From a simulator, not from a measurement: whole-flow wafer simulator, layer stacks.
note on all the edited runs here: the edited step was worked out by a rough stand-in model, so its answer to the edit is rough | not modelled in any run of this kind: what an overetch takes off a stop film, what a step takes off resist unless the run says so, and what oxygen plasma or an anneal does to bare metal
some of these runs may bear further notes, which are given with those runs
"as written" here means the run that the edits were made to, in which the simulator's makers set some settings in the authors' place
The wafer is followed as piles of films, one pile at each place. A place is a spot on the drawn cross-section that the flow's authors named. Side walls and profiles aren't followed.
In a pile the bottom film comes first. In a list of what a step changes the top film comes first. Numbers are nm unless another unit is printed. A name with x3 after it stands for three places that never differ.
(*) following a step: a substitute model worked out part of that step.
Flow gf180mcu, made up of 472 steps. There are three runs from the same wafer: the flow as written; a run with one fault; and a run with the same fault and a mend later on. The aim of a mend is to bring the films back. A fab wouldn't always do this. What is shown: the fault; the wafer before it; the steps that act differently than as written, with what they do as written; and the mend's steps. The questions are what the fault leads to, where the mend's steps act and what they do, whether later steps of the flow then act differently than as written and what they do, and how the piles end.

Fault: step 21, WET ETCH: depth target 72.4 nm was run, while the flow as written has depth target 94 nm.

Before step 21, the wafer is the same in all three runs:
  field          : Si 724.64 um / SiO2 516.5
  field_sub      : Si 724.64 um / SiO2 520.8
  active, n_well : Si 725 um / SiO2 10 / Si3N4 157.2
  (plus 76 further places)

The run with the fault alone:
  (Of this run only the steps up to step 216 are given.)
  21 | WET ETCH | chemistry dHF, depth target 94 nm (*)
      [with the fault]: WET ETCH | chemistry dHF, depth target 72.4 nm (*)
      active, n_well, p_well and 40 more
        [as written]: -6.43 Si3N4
        [with the fault]: -4.97 Si3N4
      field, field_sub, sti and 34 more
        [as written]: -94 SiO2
        [with the fault]: -72.4 SiO2
  Steps later in the flow that act otherwise than as written (49 more steps, not shown, differ only slightly: by at most 2% or 0.5 nm, whichever is larger):
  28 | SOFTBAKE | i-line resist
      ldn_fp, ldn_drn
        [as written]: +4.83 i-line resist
        [with the fault]: +7.41 i-line resist
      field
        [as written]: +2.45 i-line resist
        [with the fault]: +4.01 i-line resist
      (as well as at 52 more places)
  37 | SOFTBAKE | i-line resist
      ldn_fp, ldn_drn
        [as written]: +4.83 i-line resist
        [with the fault]: +7.41 i-line resist
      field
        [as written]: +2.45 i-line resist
        [with the fault]: +4.01 i-line resist
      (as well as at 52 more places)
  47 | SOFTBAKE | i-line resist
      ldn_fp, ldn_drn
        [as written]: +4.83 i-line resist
        [with the fault]: +7.41 i-line resist
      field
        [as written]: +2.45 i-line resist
        [with the fault]: +4.01 i-line resist
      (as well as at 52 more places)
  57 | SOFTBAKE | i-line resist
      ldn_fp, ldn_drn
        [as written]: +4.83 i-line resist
        [with the fault]: +7.41 i-line resist
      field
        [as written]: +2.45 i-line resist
        [with the fault]: +4.01 i-line resist
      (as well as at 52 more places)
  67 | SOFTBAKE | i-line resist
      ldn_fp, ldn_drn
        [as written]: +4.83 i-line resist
        [with the fault]: +7.41 i-line resist
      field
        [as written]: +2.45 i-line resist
        [with the fault]: +4.01 i-line resist
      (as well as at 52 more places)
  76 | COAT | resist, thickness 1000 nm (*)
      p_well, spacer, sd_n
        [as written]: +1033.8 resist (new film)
        [with the fault]: +1054.9 resist (new film)
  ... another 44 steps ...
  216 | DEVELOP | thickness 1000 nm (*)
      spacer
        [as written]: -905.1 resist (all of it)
        [with the fault]: -924.7 resist (all of it)
  Once step 216 is done, the piles at field, field__w1, field__w2 and 67 more depart from the flow's by more than 2% or 0.5 nm, whichever is larger.
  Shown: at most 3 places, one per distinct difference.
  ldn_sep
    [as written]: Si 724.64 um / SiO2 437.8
    [with the fault]: Si 724.64 um / SiO2 459.3
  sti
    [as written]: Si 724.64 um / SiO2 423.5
    [with the fault]: Si 724.64 um / SiO2 445
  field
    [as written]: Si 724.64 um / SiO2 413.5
    [with the fault]: Si 724.64 um / SiO2 435

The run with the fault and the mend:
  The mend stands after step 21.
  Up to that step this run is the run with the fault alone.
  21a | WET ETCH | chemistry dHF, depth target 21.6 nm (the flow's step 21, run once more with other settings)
      field, field_sub, sti and 34 more
        -21.6 SiO2
  Later steps of the flow that are run all act as written at every place that is followed, up to a difference of at most 2% or 0.5 nm, whichever is larger.
  The piles end the same as the flow's at every place that both follow.
